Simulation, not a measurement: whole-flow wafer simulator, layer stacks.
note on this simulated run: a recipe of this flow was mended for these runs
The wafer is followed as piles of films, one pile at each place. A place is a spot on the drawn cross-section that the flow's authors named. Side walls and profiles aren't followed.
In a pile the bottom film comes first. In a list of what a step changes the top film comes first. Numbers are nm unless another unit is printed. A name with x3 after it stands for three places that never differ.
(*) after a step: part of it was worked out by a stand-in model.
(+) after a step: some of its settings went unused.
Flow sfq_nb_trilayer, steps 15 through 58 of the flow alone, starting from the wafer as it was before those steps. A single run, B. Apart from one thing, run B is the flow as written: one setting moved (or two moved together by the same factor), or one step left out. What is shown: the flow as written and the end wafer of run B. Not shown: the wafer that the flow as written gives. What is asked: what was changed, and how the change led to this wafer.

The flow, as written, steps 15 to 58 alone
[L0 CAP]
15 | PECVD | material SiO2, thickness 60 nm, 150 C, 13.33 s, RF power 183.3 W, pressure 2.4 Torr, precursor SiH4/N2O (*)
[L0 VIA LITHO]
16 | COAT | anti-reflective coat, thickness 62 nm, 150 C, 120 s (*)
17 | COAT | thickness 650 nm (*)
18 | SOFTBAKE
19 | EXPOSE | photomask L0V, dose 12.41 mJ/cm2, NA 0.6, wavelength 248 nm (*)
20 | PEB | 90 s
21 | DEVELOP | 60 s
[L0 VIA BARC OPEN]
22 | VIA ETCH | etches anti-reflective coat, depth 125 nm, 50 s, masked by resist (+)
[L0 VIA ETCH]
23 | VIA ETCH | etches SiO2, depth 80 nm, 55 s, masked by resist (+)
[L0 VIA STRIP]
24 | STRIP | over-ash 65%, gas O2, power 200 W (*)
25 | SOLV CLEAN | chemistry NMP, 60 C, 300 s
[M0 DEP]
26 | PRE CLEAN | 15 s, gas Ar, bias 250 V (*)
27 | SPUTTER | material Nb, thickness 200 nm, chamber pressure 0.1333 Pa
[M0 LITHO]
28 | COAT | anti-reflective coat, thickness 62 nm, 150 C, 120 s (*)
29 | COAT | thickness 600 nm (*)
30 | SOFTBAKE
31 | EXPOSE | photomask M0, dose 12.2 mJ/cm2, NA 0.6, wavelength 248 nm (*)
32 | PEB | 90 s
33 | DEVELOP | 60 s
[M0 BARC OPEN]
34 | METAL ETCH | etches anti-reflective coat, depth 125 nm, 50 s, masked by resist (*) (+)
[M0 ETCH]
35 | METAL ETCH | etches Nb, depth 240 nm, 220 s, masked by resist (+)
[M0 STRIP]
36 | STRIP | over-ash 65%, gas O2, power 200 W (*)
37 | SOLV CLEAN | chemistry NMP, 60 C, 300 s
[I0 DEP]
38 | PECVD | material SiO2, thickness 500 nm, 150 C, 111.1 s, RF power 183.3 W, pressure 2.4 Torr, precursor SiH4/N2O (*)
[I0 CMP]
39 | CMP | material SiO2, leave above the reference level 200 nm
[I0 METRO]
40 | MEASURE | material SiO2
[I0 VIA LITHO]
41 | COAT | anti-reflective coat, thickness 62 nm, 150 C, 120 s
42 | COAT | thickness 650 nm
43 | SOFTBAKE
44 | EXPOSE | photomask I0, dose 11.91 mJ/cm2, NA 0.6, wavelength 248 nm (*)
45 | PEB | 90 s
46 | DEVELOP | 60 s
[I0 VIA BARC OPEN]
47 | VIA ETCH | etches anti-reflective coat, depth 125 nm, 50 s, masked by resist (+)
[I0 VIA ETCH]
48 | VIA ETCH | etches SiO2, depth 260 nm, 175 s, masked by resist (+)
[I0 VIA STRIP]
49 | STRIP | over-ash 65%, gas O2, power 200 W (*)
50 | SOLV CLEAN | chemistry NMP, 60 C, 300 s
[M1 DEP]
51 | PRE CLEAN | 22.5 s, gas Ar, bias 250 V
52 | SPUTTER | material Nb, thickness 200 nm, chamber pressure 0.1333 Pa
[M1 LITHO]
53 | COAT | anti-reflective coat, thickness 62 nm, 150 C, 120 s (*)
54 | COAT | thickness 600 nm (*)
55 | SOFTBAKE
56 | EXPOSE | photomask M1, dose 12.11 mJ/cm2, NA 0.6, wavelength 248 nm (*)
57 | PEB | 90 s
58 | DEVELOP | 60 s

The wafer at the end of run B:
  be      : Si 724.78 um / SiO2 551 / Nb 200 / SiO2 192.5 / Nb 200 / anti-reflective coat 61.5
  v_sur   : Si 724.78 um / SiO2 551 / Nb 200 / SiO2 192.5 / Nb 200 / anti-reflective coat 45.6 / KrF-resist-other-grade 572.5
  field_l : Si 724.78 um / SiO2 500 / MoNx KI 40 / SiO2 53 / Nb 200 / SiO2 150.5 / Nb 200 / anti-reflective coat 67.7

The reason: step 15, PECVD: pressure 2.53 Torr was run, while the flow as written has pressure 2.4 Torr.

Step by step, how the change led to this:
  15 | PECVD | material SiO2, thickness 60 nm, 150 C, 13.33 s, RF power 183.3 W, pressure 2.4 Torr, precursor SiH4/N2O (*)
      v_sur, via_wl, via_w and 97 more: +58 SiO2 (it would be, as written: +60 SiO2)
      field_l, l0_sur, l0v, l0r_line_l, l0r_line_c, l0r_line_r: +58 SiO2 (new film) (it would be, as written: +60 SiO2 (new film))
  23 | VIA ETCH | etches SiO2, depth 80 nm, 55 s, masked by resist (+)
      l0v: -57.7 SiO2 (all of it), -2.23 MoNx KI (it would be, as written: -59.7 SiO2 (all of it), -2.03 MoNx KI)
  28 | COAT | anti-reflective coat, thickness 62 nm, 150 C, 120 s (*)
      l0_sur: +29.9 anti-reflective coat (new film) (it would be, as written: +29.3 anti-reflective coat (new film))
  36 | STRIP | over-ash 65%, gas O2, power 200 W (*)
      l0_sur: -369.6 KrF-resist-other-grade (all of it), -29.9 anti-reflective coat (all of it) (it would be, as written: -370 KrF-resist-other-grade (all of it), -29.3 anti-reflective coat (all of it))
